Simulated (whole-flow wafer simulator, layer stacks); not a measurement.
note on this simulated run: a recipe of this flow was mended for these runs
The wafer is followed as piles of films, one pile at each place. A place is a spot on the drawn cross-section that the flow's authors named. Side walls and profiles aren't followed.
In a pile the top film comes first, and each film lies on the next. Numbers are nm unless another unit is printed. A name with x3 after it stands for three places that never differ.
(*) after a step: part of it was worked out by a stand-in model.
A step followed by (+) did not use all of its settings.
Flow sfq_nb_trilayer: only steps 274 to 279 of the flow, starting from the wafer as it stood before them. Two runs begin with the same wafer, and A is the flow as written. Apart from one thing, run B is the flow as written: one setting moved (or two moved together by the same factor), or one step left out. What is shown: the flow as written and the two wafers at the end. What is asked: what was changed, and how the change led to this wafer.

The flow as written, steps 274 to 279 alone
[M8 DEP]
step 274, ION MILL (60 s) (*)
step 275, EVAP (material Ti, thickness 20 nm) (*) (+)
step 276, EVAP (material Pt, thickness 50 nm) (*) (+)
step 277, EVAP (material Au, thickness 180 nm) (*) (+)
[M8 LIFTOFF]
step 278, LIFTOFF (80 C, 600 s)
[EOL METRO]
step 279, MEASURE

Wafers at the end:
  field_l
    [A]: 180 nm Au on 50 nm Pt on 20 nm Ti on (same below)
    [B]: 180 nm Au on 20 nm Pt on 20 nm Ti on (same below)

Cause: step 276, EVAP: thickness 20 nm was run, whereas the flow has thickness 50 nm.
The wafer lets one read it off: field_l has Pt 20, and step 276 as written asks for 50 nm.

How this came from the change, step by step:
  step 276, EVAP (material Pt, thickness 50 nm) (*) (+)
      field_l, v_sur x3, via_wl x2 and 100 more: A Pt gains 50 (new film) | B Pt gains 20 (new film)
  step 278, LIFTOFF (80 C, 600 s)
      p4_fl x5, p4_w1 x9, p3_s0 x11 and 49 more: A Au loses 180 (all of it), Pt loses 50 (all of it), Ti loses 20 (all of it), KrF-resist-other-grade loses 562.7 (all of it), lift-off-underlayer loses 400 (all of it) | B Au loses 180 (all of it), Pt loses 20 (all of it), Ti loses 20 (all of it), KrF-resist-other-grade loses 562.7 (all of it), lift-off-underlayer loses 400 (all of it)
      r_sur, res, r_end: A Au loses 180 (all of it), Pt loses 50 (all of it), Ti loses 20 (all of it), KrF-resist-other-grade loses 559.9 (all of it), lift-off-underlayer loses 399.5 (all of it) | B Au loses 180 (all of it), Pt loses 20 (all of it), Ti loses 20 (all of it), KrF-resist-other-grade loses 559.9 (all of it), lift-off-underlayer loses 399.5 (all of it)
      (as well as at 18 more places)
